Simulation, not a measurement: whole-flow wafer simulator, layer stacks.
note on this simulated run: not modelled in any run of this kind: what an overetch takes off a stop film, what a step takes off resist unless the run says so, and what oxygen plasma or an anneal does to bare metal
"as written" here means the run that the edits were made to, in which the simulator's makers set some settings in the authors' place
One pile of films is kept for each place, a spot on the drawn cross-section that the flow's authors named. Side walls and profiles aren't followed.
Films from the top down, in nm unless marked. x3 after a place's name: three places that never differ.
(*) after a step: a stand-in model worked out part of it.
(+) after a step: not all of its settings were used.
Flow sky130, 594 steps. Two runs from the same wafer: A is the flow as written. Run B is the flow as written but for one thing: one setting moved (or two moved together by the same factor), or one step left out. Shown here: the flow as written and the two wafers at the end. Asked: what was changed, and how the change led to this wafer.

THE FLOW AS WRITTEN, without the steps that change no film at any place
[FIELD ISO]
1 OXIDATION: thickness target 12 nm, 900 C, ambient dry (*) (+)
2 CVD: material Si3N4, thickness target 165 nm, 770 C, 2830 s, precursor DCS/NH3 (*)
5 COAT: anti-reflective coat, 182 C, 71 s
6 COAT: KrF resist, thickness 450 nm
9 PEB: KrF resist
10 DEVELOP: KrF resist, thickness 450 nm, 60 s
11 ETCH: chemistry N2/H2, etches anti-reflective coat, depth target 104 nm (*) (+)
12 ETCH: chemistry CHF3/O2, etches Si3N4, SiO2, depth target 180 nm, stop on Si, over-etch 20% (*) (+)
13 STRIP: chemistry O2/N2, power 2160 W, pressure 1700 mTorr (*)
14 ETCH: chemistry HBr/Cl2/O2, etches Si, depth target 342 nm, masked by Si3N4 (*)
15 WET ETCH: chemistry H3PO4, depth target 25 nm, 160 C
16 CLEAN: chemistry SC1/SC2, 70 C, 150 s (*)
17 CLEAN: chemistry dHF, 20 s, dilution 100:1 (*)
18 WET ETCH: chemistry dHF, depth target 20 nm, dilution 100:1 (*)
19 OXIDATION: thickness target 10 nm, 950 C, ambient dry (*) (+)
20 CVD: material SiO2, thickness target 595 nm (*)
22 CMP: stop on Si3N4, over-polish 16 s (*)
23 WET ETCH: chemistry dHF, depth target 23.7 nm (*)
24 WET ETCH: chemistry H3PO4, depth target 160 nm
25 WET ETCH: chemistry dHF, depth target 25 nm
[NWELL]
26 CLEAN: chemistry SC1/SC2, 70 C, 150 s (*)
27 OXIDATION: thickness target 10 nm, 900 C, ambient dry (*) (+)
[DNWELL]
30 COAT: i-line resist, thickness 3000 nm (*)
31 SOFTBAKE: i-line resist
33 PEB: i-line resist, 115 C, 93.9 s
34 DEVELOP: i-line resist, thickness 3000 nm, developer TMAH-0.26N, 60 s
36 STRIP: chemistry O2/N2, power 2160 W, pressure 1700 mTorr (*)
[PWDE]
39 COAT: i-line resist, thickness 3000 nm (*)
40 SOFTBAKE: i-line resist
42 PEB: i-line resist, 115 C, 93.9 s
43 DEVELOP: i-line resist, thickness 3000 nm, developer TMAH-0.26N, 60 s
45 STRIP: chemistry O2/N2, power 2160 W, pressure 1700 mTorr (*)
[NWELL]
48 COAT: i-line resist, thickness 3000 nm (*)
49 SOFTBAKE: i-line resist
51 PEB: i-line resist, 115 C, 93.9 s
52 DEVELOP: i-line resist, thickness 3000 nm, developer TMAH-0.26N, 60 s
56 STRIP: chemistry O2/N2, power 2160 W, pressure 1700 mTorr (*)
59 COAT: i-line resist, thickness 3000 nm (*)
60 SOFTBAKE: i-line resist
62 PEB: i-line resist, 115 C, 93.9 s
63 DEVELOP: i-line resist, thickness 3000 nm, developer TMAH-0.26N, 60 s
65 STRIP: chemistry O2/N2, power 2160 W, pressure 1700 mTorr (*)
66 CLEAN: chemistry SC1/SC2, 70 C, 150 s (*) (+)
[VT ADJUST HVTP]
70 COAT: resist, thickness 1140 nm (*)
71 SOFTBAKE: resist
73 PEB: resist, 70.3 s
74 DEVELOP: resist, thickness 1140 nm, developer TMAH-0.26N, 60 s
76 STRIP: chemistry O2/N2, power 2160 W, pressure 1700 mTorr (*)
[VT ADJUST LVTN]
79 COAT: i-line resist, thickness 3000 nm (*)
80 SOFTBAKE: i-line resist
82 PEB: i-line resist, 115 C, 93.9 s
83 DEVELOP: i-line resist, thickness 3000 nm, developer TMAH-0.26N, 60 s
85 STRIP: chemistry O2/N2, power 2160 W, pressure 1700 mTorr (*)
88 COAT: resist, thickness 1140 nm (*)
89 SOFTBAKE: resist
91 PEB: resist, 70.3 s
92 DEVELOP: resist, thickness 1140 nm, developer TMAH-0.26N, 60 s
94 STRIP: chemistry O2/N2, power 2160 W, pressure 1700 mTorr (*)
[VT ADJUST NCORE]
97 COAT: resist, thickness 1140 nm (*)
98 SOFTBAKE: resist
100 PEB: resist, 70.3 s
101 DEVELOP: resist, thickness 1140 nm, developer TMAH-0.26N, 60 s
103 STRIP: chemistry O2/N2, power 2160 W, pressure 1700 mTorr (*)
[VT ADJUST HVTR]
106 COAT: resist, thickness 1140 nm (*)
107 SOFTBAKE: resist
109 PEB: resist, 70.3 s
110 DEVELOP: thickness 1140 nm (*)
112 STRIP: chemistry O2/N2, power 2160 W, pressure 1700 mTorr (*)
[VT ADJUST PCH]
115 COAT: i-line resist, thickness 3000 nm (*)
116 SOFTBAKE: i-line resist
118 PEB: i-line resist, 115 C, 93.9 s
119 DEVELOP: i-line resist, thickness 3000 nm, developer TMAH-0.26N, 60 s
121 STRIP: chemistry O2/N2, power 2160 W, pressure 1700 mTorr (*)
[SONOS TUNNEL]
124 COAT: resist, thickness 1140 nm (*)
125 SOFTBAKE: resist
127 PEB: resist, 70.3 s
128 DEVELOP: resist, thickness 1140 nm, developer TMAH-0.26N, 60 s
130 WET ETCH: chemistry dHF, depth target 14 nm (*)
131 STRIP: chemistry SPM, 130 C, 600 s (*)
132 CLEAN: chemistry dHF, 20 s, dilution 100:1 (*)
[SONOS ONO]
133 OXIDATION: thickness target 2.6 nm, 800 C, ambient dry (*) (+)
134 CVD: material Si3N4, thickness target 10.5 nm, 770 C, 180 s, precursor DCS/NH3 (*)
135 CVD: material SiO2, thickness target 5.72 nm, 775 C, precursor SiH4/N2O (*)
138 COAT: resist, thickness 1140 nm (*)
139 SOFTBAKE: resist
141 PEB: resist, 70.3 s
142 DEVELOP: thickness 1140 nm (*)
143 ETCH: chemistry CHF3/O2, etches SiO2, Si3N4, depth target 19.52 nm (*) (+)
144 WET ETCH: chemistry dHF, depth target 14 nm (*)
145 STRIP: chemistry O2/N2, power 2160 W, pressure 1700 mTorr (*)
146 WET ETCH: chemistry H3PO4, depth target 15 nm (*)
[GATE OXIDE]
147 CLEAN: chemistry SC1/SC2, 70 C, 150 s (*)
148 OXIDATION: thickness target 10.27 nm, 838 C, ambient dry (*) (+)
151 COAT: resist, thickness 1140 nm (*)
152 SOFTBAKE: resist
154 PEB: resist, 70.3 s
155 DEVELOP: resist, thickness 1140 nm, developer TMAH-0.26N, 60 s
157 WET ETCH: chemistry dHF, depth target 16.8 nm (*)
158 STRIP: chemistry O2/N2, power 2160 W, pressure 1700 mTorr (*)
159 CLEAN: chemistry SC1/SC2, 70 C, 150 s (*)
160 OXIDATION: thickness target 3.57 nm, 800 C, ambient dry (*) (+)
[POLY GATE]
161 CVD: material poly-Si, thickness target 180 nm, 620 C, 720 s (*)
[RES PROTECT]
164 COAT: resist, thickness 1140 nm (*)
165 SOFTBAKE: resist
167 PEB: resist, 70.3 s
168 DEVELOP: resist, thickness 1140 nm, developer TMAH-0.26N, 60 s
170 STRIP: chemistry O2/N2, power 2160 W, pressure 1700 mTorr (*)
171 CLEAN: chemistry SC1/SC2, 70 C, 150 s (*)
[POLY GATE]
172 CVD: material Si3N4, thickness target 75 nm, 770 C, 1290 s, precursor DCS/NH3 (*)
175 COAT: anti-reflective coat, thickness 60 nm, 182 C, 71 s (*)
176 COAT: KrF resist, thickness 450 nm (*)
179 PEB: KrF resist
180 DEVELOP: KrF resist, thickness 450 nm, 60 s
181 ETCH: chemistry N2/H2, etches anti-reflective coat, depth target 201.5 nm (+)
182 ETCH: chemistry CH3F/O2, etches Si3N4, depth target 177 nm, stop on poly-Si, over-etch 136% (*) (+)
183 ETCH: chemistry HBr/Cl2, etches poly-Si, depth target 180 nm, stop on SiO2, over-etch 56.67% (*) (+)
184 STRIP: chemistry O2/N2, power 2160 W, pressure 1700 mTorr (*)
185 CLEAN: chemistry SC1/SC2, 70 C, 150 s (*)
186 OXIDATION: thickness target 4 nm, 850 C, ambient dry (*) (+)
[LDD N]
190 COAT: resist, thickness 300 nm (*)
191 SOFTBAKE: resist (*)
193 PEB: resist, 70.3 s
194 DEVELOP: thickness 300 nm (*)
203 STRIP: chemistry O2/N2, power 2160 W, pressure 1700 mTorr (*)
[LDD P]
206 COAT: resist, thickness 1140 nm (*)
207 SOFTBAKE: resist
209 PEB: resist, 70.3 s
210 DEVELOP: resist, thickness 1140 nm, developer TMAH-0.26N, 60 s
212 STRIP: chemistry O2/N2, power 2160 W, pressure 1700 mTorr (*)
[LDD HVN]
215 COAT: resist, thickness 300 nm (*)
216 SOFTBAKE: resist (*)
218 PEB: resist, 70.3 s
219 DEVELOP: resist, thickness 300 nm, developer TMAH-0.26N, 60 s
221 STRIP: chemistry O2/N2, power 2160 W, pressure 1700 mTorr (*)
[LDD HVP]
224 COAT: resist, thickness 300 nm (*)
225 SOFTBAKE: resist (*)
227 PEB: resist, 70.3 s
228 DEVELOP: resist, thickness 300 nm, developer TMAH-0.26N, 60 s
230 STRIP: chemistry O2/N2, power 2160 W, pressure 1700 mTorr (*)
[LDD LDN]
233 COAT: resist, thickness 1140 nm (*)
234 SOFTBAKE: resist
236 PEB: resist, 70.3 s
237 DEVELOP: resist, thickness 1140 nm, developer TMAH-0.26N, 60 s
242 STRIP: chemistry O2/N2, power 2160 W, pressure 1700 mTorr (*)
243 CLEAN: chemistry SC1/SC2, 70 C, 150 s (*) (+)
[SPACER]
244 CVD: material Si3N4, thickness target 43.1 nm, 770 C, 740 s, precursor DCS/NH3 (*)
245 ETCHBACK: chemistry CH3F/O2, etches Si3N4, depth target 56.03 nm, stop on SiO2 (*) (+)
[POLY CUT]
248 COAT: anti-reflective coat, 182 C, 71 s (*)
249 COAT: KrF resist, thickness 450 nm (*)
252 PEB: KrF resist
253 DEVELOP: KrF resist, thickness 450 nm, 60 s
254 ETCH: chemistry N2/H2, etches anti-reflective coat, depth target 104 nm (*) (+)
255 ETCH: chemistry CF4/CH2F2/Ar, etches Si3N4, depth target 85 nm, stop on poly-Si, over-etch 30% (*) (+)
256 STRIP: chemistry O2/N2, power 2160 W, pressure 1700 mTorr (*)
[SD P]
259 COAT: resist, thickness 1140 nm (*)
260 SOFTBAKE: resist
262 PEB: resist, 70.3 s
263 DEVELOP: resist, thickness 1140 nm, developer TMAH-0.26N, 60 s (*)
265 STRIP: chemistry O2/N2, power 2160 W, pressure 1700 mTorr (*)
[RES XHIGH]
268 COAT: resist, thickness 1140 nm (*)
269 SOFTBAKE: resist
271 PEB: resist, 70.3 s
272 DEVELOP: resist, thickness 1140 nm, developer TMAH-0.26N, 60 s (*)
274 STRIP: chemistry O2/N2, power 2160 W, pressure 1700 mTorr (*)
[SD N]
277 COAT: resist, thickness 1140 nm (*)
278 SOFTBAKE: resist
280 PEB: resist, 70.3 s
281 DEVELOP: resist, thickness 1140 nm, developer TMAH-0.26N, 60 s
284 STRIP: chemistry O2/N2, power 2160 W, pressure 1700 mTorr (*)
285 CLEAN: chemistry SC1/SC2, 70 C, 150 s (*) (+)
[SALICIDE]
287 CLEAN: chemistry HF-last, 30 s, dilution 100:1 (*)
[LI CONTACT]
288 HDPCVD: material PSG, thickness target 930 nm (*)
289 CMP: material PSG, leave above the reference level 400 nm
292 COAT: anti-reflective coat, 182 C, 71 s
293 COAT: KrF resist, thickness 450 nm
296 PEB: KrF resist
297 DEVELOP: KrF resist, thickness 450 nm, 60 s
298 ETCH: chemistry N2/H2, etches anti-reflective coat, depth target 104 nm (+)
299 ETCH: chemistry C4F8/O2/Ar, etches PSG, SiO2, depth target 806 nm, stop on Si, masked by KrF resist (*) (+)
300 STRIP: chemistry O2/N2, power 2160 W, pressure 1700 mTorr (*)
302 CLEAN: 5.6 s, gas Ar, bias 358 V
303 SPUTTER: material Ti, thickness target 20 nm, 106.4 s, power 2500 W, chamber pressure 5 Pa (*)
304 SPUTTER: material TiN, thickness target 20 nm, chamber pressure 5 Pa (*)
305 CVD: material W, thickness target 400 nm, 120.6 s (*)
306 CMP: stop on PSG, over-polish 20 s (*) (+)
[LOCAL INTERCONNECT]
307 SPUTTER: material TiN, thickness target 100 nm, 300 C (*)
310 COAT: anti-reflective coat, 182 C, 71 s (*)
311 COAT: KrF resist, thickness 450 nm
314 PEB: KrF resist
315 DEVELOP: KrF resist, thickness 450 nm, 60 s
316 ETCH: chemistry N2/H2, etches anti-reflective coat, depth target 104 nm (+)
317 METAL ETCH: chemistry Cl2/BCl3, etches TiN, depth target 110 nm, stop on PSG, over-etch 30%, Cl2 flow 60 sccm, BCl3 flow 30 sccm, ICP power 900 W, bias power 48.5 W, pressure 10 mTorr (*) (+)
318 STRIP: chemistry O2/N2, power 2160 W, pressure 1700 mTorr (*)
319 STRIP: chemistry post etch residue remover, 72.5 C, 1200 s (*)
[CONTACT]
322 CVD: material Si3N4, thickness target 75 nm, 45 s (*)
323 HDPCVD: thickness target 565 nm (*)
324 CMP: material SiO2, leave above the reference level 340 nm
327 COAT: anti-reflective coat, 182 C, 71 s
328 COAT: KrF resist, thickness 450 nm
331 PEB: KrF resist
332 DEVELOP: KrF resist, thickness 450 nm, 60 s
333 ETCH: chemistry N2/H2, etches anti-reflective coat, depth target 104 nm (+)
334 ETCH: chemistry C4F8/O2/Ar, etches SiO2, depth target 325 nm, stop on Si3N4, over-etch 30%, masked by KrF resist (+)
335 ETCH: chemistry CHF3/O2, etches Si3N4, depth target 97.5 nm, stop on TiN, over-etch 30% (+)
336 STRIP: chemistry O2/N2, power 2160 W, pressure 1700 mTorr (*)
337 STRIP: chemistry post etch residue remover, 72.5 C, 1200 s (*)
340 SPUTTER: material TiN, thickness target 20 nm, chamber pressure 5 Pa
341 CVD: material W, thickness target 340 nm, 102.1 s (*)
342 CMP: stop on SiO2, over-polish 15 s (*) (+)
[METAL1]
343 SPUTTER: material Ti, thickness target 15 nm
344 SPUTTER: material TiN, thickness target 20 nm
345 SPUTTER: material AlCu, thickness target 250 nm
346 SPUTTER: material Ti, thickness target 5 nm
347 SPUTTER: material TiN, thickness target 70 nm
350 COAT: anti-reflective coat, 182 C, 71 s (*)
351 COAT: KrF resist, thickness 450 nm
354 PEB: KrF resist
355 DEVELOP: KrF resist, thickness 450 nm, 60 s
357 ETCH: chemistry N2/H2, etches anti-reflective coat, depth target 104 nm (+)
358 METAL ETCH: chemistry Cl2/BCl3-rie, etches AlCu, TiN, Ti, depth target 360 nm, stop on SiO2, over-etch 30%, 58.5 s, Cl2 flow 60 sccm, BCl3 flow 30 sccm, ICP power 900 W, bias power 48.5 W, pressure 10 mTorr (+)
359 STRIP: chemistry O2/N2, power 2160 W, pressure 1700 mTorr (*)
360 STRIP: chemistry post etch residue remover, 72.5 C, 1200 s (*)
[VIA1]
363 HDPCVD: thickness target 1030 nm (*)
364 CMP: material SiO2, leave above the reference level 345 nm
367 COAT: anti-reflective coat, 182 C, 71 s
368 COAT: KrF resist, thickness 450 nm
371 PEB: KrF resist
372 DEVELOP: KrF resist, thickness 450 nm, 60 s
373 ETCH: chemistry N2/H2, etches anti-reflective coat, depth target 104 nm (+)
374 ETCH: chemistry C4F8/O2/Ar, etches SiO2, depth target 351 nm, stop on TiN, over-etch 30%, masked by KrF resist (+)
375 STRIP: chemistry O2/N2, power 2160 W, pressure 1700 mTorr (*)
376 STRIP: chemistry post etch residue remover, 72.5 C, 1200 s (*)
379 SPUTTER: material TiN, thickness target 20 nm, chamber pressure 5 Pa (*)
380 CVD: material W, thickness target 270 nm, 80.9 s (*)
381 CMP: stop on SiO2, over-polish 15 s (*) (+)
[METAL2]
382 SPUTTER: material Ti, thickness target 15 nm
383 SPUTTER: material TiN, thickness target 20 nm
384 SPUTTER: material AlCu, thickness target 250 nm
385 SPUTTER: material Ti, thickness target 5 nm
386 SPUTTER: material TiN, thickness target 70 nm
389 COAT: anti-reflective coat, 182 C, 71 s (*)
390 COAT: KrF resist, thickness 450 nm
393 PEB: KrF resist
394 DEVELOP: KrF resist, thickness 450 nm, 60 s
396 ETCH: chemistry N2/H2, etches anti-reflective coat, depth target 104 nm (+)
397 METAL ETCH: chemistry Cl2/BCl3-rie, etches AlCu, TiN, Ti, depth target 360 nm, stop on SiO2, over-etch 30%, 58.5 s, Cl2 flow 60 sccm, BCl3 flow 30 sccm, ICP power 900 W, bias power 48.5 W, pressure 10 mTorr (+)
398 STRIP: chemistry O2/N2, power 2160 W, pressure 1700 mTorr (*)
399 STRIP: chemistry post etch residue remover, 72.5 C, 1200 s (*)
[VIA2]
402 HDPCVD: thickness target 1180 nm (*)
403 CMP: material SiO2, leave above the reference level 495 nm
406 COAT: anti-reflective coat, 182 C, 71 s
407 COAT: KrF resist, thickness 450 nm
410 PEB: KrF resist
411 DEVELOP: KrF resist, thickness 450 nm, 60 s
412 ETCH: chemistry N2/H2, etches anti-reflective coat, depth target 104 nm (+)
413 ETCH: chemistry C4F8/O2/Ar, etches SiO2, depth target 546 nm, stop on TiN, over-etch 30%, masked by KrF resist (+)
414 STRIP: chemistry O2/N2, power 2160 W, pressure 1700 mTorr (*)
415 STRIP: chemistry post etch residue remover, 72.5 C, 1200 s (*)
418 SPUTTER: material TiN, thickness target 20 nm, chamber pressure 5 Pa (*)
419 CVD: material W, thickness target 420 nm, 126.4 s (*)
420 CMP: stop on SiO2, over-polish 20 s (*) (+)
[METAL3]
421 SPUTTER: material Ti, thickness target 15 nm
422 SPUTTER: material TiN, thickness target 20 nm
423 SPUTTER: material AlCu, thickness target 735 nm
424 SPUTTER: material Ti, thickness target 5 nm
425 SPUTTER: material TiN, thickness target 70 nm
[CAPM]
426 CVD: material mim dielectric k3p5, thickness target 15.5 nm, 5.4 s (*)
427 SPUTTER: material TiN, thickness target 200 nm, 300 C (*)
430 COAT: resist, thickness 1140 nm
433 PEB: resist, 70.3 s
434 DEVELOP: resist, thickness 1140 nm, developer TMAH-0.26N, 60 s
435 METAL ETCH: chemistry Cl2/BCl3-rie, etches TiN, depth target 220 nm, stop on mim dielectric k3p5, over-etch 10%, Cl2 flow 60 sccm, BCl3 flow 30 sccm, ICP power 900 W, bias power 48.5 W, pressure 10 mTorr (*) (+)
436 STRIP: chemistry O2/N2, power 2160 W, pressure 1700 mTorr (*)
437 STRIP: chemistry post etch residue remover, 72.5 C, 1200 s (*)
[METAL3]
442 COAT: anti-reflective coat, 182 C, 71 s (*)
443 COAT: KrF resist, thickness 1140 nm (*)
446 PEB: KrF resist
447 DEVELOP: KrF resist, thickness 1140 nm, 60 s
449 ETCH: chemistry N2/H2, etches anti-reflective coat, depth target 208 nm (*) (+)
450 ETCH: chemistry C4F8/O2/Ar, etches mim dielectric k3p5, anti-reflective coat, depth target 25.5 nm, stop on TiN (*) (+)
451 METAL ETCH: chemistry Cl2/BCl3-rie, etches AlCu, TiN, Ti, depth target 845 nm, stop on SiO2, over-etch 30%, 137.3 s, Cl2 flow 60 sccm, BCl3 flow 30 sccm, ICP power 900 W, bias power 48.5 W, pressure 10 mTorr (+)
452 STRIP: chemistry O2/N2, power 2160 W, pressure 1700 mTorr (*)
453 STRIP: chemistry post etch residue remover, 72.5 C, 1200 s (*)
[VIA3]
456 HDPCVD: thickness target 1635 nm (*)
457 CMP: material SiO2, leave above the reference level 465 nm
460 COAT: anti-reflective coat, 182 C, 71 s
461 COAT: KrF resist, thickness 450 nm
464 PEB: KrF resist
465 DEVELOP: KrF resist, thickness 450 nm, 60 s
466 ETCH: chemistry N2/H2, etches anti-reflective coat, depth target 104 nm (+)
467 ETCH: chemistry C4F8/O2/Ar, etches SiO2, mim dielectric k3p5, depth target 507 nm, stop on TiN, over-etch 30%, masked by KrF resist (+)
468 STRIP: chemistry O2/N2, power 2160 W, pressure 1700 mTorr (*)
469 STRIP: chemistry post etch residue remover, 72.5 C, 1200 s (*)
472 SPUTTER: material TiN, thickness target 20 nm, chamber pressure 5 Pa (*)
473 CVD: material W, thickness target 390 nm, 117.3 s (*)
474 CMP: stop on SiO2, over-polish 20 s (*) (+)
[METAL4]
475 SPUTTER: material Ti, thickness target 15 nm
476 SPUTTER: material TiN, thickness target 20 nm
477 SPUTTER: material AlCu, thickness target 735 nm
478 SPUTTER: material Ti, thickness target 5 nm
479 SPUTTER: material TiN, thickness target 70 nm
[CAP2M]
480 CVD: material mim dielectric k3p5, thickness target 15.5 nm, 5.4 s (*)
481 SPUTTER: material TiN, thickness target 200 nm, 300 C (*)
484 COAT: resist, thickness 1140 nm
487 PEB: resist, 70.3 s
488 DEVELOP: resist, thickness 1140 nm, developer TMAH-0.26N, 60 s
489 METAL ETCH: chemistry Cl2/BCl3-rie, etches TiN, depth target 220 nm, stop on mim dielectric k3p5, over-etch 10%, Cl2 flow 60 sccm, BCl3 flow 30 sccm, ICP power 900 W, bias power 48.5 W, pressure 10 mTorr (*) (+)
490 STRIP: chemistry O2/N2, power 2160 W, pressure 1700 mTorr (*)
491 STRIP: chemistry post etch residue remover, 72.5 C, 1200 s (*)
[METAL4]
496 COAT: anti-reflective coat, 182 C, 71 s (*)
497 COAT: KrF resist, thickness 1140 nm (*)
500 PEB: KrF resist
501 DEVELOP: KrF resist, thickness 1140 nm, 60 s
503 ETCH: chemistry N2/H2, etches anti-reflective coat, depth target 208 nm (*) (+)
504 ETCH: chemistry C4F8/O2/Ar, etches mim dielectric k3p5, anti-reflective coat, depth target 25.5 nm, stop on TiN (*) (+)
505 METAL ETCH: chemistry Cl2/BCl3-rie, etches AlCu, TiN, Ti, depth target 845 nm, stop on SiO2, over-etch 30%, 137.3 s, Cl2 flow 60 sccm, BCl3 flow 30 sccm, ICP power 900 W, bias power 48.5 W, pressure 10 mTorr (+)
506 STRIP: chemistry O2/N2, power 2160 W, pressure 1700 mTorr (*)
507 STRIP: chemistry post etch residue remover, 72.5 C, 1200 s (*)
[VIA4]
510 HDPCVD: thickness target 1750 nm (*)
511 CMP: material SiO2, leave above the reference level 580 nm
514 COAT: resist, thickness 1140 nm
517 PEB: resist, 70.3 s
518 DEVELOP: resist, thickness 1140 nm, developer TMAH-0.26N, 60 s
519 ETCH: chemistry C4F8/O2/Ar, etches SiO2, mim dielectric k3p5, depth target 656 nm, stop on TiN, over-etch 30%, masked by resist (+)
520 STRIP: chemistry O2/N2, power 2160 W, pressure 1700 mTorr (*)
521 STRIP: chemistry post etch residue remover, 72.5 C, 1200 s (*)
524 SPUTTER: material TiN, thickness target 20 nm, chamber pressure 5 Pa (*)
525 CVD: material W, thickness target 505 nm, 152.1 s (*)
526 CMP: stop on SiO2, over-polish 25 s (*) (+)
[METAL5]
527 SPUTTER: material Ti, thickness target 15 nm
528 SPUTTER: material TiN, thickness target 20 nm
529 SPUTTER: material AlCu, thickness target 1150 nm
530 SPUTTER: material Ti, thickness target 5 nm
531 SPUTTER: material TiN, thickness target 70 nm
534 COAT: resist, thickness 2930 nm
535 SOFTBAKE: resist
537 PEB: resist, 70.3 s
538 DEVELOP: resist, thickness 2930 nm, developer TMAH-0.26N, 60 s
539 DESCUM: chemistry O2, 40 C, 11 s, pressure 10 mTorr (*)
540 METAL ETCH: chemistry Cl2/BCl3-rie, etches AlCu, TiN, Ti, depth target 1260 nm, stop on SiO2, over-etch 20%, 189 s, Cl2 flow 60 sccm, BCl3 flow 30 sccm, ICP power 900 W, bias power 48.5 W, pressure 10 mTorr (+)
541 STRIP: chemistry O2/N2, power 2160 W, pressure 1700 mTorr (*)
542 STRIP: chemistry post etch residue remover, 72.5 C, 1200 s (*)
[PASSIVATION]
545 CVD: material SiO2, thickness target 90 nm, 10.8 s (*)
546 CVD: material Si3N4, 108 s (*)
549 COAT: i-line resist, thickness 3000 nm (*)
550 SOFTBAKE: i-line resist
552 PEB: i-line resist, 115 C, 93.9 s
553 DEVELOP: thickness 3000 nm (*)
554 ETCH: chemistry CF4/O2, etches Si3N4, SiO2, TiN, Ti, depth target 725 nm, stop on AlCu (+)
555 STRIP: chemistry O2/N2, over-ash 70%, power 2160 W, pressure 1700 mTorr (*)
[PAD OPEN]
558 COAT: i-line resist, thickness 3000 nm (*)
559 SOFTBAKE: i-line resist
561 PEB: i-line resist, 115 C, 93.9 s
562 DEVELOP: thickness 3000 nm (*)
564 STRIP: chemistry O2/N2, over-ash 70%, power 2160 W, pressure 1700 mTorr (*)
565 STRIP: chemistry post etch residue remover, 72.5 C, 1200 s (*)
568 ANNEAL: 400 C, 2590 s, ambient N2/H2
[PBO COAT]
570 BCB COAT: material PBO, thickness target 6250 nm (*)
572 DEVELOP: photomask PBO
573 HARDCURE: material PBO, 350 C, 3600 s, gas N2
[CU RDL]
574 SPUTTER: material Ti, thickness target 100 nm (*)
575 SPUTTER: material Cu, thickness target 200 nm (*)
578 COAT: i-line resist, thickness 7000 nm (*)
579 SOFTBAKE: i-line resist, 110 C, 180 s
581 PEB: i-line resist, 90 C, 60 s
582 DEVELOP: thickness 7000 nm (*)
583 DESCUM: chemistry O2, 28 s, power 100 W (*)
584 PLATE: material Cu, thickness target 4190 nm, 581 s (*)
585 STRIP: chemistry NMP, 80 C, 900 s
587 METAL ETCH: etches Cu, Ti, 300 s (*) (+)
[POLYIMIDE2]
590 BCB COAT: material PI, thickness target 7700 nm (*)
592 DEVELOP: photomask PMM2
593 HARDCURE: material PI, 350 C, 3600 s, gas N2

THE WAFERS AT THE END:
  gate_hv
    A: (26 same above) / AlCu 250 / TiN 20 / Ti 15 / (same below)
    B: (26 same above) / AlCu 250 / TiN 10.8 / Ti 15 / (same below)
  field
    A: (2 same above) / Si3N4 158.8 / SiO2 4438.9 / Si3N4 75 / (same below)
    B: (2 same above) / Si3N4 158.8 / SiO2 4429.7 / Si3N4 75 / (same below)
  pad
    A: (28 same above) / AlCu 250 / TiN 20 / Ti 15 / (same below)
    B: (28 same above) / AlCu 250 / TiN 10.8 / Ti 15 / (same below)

The cause: step 344, SPUTTER: thickness target 10.8 nm was run, where the flow has thickness target 20 nm.
It can be read off the wafer: gate_hv has TiN 10.8, and step 344 as written asks for 20 nm.

How the change led to this, step by step:
  344 SPUTTER: material TiN, thickness target 20 nm
      field, active, n_well and 188 more: A TiN +20 (new film) | B TiN +10.8 (new film)
  358 METAL ETCH: chemistry Cl2/BCl3-rie, etches AlCu, TiN, Ti, depth target 360 nm, stop on SiO2, over-etch 30%, 58.5 s, Cl2 flow 60 sccm, BCl3 flow 30 sccm, ICP power 900 W, bias power 48.5 W, pressure 10 mTorr (+)
      field, active, gate and 81 more: A TiN -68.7 (all of it), Ti -5 (all of it), AlCu -250 (all of it), TiN -20 (all of it), Ti -15 (all of it), SiO2 -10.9 | B TiN -68.7 (all of it), Ti -5 (all of it), AlCu -250 (all of it), TiN -10.8 (all of it), Ti -15 (all of it), SiO2 -11.9
  364 CMP: material SiO2, leave above the reference level 345 nm
      field, active, gate and 81 more: A SiO2 -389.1 | B SiO2 -397.3
